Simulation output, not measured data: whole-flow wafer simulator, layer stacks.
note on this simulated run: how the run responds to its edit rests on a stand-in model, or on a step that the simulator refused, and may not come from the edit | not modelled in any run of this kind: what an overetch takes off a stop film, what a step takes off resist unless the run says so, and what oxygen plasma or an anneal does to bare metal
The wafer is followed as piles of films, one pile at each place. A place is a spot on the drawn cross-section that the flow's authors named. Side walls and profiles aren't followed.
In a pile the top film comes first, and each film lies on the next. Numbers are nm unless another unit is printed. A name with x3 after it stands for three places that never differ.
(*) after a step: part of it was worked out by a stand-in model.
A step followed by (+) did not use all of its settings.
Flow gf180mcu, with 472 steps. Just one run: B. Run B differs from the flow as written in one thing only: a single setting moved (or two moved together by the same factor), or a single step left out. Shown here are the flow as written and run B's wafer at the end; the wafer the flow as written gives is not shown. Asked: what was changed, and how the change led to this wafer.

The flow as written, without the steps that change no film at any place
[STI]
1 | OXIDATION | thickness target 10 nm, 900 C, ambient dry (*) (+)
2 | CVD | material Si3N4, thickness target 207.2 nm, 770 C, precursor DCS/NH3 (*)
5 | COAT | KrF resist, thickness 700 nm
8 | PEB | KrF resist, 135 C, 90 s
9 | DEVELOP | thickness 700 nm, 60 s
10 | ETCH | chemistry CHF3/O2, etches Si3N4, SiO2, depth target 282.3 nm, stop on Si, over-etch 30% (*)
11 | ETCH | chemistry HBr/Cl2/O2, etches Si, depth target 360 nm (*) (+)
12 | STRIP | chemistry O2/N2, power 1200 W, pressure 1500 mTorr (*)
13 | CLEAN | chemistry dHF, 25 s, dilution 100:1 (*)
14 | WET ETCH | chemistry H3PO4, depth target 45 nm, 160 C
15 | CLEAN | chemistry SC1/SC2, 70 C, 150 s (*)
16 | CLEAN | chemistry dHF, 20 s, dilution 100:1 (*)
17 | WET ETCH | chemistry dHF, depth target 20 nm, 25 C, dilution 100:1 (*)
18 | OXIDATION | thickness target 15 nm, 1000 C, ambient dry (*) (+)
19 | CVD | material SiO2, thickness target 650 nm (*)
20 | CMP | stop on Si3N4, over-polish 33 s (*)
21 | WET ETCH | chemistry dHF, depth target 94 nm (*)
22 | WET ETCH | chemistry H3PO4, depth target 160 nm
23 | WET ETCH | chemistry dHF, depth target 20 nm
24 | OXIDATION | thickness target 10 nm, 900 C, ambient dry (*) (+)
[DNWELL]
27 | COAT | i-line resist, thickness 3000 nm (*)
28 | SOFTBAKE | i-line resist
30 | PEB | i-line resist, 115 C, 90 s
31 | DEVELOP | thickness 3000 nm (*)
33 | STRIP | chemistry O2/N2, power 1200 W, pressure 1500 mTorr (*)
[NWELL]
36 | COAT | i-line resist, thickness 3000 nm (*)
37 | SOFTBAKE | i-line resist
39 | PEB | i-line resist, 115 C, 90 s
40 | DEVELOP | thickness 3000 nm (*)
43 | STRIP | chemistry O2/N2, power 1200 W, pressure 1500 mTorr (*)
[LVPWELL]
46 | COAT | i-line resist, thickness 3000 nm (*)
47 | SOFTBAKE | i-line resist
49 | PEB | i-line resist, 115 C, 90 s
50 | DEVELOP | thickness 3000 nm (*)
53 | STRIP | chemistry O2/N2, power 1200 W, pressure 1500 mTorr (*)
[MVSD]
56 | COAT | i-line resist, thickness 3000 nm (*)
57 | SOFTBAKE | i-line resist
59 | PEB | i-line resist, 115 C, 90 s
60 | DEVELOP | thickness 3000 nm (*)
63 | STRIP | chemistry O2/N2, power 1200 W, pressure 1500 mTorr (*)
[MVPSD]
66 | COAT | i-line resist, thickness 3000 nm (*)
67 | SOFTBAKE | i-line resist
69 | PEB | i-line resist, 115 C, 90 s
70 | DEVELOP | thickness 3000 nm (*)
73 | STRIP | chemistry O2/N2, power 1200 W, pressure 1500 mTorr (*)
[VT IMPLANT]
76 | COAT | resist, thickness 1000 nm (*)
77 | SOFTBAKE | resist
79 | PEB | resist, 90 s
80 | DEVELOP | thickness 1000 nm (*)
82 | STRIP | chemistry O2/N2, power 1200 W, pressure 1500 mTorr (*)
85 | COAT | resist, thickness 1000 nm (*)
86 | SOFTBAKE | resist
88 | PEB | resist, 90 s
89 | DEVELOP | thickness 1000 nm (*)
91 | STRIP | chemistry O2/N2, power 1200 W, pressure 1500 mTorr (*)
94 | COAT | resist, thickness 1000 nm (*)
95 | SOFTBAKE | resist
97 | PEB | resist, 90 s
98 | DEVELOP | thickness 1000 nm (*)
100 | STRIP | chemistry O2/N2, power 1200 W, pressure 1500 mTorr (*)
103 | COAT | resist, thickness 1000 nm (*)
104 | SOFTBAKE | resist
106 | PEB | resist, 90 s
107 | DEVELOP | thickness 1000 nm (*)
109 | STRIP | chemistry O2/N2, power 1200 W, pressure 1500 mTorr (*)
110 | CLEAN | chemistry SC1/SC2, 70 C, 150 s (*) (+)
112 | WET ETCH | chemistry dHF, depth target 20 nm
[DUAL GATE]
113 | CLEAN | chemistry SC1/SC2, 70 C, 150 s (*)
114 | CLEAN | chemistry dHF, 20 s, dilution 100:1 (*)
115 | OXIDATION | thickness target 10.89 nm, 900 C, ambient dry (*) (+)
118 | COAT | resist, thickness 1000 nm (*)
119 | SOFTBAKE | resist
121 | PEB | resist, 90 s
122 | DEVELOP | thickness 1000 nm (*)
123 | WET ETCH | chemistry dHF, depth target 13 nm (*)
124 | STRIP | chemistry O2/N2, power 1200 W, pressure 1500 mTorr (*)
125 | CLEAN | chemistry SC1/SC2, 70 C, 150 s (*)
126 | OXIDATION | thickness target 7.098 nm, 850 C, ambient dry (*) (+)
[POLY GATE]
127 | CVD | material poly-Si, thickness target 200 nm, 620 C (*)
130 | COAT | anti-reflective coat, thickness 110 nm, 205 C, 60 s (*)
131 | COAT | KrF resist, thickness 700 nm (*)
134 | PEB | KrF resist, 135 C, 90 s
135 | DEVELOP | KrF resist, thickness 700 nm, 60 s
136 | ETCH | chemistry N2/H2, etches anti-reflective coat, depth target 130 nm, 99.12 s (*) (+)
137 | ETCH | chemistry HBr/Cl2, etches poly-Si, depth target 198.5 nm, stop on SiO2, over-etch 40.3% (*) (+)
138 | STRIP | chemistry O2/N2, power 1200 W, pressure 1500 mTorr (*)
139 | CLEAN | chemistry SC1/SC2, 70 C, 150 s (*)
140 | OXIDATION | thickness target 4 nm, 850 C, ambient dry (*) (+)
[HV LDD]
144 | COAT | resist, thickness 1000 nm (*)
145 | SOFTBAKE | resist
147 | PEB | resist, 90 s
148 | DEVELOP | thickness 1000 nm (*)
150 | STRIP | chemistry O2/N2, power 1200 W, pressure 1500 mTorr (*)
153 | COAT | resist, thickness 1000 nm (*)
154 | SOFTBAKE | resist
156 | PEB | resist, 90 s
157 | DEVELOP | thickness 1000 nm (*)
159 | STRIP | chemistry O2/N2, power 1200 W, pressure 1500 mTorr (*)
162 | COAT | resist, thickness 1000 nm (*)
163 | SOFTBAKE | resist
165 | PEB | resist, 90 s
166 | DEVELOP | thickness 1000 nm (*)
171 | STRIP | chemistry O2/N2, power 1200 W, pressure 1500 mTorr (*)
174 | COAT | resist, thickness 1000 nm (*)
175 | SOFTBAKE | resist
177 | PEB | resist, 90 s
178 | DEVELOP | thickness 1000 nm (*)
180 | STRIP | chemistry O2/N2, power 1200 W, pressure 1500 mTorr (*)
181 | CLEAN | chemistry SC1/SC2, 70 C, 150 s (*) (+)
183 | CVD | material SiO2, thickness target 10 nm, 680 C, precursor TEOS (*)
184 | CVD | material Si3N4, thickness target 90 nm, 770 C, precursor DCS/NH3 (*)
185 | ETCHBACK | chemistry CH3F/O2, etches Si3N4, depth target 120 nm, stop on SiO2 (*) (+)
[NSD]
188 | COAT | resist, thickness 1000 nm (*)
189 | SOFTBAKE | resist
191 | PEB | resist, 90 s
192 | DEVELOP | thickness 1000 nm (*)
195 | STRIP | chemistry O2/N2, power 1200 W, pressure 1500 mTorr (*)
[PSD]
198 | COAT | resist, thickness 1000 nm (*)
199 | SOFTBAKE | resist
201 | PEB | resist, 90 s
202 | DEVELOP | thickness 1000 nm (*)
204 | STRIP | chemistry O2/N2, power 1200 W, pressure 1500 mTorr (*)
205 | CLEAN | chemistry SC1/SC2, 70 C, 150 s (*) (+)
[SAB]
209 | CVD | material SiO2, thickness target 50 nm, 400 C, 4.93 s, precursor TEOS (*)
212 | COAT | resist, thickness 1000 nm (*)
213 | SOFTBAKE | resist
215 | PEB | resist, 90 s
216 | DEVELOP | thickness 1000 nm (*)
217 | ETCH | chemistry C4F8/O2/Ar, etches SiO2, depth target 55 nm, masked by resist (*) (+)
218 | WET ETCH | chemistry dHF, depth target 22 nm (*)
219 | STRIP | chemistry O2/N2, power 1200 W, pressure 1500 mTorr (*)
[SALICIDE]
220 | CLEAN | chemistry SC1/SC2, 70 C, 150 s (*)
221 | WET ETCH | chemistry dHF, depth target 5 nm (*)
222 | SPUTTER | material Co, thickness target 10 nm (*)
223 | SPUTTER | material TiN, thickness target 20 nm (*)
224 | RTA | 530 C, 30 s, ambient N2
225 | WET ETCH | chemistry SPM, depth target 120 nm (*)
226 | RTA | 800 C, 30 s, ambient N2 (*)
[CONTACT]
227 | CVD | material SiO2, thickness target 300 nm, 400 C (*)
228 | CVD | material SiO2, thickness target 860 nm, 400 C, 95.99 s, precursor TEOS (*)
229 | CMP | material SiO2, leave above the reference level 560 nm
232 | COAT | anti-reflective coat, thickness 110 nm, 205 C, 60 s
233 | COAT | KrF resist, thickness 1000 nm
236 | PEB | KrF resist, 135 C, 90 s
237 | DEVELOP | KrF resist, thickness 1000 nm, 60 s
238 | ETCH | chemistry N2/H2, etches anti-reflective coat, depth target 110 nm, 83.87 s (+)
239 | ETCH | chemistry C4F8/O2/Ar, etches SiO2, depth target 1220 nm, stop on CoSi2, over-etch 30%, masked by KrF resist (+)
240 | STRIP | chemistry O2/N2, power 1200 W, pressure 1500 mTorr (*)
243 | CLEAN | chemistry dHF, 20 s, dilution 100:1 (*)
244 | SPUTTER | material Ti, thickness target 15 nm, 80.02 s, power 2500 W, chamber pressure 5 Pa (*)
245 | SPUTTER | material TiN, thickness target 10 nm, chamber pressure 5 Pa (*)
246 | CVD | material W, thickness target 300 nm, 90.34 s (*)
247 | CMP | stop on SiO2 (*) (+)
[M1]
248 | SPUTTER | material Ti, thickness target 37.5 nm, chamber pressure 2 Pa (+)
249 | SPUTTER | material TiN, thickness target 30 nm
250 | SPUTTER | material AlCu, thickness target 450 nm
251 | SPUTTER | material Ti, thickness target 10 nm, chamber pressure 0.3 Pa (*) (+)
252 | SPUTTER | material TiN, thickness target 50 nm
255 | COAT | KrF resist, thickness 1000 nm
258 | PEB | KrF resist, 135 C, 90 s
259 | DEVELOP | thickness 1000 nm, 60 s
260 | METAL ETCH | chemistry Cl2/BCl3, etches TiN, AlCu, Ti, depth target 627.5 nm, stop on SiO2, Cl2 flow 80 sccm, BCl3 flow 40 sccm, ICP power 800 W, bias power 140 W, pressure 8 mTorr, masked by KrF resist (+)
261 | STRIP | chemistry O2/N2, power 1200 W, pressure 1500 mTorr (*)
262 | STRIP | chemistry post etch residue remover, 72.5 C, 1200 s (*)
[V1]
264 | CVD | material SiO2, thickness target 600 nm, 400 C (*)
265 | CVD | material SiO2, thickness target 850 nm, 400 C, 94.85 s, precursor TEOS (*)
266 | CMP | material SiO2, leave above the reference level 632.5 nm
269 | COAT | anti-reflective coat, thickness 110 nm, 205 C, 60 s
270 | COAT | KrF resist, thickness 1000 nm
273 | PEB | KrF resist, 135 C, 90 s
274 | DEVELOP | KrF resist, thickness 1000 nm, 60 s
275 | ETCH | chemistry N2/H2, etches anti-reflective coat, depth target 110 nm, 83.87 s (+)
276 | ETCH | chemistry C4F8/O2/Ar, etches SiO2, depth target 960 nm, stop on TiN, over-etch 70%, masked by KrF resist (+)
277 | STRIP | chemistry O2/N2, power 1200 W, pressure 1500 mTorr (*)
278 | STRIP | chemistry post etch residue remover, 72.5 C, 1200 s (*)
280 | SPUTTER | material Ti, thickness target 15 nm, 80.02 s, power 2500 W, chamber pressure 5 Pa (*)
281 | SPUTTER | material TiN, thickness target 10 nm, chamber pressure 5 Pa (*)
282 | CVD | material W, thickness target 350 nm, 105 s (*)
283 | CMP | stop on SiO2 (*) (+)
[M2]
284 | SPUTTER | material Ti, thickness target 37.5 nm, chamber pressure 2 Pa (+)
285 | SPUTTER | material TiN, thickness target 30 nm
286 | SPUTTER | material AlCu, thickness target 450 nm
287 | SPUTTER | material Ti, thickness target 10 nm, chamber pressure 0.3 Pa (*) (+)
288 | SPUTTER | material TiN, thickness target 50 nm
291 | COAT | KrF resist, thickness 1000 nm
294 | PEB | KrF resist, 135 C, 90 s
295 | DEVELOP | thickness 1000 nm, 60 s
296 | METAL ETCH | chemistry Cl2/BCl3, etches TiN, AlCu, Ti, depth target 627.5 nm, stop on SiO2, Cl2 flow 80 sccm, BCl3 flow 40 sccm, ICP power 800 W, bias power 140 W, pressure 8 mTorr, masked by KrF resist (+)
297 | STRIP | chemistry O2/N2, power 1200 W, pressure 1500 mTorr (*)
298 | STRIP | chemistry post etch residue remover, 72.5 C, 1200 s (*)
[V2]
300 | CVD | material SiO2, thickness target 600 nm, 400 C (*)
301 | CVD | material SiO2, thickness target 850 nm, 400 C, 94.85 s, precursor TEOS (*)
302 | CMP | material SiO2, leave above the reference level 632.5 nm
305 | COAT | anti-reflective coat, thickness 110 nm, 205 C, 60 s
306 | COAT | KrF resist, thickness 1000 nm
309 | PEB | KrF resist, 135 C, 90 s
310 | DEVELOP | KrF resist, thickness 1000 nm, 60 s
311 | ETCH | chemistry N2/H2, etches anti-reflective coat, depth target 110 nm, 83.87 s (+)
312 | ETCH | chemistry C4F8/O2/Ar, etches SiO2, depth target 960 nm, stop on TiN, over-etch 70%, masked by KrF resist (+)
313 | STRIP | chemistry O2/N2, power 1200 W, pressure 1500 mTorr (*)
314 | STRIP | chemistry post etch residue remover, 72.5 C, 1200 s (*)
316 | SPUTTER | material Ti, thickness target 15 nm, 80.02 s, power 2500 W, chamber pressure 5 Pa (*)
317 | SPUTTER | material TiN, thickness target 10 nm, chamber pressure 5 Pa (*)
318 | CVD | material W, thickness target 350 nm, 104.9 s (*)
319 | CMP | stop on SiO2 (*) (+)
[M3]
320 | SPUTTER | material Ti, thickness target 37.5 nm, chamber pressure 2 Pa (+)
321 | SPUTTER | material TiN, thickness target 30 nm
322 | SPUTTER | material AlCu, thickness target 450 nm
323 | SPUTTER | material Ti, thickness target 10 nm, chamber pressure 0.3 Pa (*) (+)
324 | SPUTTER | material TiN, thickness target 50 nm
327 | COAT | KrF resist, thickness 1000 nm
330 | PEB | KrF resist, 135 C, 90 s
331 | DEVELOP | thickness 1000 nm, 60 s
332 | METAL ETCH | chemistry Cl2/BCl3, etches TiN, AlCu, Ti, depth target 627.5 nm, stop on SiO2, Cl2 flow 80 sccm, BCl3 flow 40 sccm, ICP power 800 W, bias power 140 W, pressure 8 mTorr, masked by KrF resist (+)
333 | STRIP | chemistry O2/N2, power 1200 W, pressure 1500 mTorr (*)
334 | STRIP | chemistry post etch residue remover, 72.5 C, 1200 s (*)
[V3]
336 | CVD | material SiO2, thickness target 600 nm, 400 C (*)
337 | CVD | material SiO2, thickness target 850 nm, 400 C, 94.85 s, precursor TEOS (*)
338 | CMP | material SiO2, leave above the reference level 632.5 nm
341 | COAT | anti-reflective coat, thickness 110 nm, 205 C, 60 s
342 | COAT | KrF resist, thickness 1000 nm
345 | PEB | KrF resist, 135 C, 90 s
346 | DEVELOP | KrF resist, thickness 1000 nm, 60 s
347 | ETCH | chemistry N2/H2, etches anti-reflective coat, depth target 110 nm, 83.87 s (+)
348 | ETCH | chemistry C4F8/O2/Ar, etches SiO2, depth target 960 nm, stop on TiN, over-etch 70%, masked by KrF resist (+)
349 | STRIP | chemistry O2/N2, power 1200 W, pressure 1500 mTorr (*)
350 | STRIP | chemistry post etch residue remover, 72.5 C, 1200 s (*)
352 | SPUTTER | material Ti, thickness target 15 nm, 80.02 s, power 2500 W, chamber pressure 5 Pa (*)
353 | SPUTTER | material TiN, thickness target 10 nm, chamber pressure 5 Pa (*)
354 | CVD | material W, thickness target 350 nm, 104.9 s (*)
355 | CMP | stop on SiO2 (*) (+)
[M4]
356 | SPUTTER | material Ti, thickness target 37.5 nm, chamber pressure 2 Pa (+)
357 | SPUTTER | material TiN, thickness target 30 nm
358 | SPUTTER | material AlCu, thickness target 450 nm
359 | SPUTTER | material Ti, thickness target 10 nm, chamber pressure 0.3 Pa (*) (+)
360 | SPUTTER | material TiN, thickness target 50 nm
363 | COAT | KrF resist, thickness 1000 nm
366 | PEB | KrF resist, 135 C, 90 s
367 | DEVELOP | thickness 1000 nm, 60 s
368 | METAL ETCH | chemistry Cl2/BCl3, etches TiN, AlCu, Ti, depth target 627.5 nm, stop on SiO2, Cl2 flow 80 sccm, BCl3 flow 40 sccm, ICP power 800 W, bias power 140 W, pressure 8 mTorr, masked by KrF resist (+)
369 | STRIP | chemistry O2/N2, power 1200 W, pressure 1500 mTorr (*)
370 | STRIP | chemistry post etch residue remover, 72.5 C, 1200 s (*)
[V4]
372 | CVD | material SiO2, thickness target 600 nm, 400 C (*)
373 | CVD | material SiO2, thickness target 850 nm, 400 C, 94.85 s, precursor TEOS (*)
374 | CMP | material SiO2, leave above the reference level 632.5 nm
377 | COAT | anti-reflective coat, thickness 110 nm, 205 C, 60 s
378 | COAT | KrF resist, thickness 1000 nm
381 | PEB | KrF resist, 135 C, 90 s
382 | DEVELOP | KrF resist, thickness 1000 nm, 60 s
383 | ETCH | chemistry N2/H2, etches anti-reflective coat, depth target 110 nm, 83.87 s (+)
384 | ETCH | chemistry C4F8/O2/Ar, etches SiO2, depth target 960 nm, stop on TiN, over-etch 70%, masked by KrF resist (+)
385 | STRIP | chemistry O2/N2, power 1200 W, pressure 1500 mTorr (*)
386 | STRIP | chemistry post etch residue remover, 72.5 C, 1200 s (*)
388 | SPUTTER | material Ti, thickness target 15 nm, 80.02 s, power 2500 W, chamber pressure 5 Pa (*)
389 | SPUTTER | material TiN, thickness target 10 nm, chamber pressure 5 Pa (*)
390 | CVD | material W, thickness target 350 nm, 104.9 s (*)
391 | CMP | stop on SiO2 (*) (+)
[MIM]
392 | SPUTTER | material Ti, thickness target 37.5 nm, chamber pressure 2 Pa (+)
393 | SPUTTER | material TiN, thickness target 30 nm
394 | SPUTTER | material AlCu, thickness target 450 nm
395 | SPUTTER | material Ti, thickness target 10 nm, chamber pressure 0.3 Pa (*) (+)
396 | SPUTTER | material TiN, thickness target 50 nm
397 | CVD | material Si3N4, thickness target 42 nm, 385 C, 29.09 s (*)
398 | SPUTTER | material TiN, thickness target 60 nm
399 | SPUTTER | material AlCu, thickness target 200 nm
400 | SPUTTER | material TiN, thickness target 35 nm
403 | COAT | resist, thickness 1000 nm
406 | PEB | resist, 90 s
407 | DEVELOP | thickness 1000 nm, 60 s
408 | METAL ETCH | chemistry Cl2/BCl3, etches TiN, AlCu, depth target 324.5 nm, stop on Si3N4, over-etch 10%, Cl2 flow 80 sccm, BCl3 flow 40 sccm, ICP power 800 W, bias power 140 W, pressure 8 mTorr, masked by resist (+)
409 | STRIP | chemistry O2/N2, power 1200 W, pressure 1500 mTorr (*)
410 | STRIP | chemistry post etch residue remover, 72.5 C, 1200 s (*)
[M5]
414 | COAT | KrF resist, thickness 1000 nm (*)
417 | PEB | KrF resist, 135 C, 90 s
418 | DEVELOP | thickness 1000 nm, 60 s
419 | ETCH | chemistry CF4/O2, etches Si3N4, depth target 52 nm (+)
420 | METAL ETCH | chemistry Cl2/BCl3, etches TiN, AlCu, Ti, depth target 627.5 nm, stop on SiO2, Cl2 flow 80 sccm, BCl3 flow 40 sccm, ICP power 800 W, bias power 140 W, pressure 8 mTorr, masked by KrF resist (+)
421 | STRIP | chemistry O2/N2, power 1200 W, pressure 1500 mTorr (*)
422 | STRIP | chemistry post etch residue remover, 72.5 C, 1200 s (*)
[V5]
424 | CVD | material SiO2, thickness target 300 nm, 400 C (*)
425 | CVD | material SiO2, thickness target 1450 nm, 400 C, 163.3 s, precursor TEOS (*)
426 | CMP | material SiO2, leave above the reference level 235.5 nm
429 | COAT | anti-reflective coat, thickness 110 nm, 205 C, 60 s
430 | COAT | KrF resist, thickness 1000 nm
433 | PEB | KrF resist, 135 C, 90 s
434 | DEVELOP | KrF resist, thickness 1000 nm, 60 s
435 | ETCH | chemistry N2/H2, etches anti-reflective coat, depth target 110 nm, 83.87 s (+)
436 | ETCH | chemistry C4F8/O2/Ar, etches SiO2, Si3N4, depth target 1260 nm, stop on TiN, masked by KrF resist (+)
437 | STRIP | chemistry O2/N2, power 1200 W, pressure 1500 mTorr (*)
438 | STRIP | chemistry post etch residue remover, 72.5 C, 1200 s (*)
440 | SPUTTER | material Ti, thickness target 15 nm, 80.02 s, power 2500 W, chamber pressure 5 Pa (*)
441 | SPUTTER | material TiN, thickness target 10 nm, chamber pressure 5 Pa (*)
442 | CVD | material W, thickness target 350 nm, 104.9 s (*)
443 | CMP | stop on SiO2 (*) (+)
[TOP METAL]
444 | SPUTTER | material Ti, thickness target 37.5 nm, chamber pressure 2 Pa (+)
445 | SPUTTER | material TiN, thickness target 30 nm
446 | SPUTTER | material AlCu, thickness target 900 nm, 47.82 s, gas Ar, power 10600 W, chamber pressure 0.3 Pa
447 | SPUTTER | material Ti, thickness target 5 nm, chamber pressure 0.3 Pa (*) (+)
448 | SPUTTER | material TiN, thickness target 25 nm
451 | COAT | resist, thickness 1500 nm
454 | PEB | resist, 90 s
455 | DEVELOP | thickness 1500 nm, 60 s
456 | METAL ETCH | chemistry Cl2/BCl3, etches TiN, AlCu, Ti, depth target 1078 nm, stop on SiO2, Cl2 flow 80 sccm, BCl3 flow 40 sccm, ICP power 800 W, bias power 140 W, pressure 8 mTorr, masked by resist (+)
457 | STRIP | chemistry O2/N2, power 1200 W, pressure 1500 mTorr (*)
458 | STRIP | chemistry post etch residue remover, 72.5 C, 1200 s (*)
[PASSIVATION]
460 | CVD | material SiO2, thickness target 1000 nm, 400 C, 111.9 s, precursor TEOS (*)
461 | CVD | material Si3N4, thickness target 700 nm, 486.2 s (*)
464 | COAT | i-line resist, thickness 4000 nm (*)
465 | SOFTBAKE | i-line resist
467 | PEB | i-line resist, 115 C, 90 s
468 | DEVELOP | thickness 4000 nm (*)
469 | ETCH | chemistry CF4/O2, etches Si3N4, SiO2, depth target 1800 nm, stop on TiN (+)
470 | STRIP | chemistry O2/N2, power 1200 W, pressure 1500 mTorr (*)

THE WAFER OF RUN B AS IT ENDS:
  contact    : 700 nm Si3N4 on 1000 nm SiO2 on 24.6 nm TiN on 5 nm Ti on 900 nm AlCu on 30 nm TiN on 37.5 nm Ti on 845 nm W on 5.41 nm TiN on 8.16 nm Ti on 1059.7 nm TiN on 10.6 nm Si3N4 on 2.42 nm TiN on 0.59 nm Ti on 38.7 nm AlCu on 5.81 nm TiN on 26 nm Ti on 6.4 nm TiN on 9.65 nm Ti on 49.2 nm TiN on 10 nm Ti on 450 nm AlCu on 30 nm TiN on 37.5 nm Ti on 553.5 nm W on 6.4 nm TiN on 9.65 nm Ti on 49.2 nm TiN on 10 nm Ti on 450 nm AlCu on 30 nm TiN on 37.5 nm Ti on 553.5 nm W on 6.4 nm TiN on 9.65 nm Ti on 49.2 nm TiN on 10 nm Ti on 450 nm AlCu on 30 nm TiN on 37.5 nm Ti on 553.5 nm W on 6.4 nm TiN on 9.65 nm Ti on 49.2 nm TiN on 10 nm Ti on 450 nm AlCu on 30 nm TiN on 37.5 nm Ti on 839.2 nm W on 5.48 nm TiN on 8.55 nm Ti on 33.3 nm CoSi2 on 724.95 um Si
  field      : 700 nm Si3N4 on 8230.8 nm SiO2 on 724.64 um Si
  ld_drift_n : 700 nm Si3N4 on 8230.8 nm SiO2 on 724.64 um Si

Cause: step 390, CVD: material W, thickness target 350 nm, 104.9 s (*), was omitted.

The path from the change to this, step by step:
  391 | CMP | stop on SiO2 (*) (+)
      field, field__w1, field__w2 and 107 more: -10 TiN (all of it), -15 Ti (all of it), -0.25 SiO2 (in the flow as written it would be: -350 W (all of it), -10 TiN (all of it), -15 Ti (all of it), -3.78 SiO2)
      contact: nothing (in the flow as written it would be: -378.8 W)
  392 | SPUTTER | material Ti, thickness target 37.5 nm, chamber pressure 2 Pa (+)
      contact: +26 Ti (new film) (in the flow as written it would be: +37.5 Ti (new film))
  393 | SPUTTER | material TiN, thickness target 30 nm
      contact: +5.81 TiN (new film) (in the flow as written it would be: +30 TiN (new film))
  394 | SPUTTER | material AlCu, thickness target 450 nm
      contact: +38.7 AlCu (new film) (in the flow as written it would be: +450 AlCu (new film))
  395 | SPUTTER | material Ti, thickness target 10 nm, chamber pressure 0.3 Pa (*) (+)
      contact: +0.59 Ti (new film) (in the flow as written it would be: +10 Ti (new film))
  396 | SPUTTER | material TiN, thickness target 50 nm
      contact: +2.42 TiN (new film) (in the flow as written it would be: +50 TiN (new film))
  397 | CVD | material Si3N4, thickness target 42 nm, 385 C, 29.09 s (*)
      contact: +10.6 Si3N4 (new film) (in the flow as written it would be: +42 Si3N4 (new film))
  398 | SPUTTER | material TiN, thickness target 60 nm
      contact: +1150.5 TiN (new film) (in the flow as written it would be: +60 TiN (new film))
  408 | METAL ETCH | chemistry Cl2/BCl3, etches TiN, AlCu, depth target 324.5 nm, stop on Si3N4, over-etch 10%, Cl2 flow 80 sccm, BCl3 flow 40 sccm, ICP power 800 W, bias power 140 W, pressure 8 mTorr, masked by resist (+)
      contact: -35 TiN (all of it), -200 AlCu (all of it), -89.5 TiN (in the flow as written it would be: -35 TiN (all of it), -200 AlCu (all of it), -60 TiN (all of it))
  414 | COAT | KrF resist, thickness 1000 nm (*)
      contact: +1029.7 KrF resist (new film) (in the flow as written it would be: +1000.5 KrF resist (new film))
  421 | STRIP | chemistry O2/N2, power 1200 W, pressure 1500 mTorr (*)
      contact: -722.2 KrF resist (all of it) (in the flow as written it would be: -693.2 KrF resist (all of it))
  426 | CMP | material SiO2, leave above the reference level 235.5 nm
      contact: -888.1 SiO2 (in the flow as written it would be: -919.6 SiO2)
  436 | ETCH | chemistry C4F8/O2/Ar, etches SiO2, Si3N4, depth target 1260 nm, stop on TiN, masked by KrF resist (+)
      contact: -861.1 SiO2 (all of it) (in the flow as written it would be: -829.5 SiO2 (all of it), -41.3 Si3N4 (all of it))
With metal films that touch counted as one body, contact has 2 bodies (between them, from the top down: Si3N4 10.6); the flow as written gives 1 body.
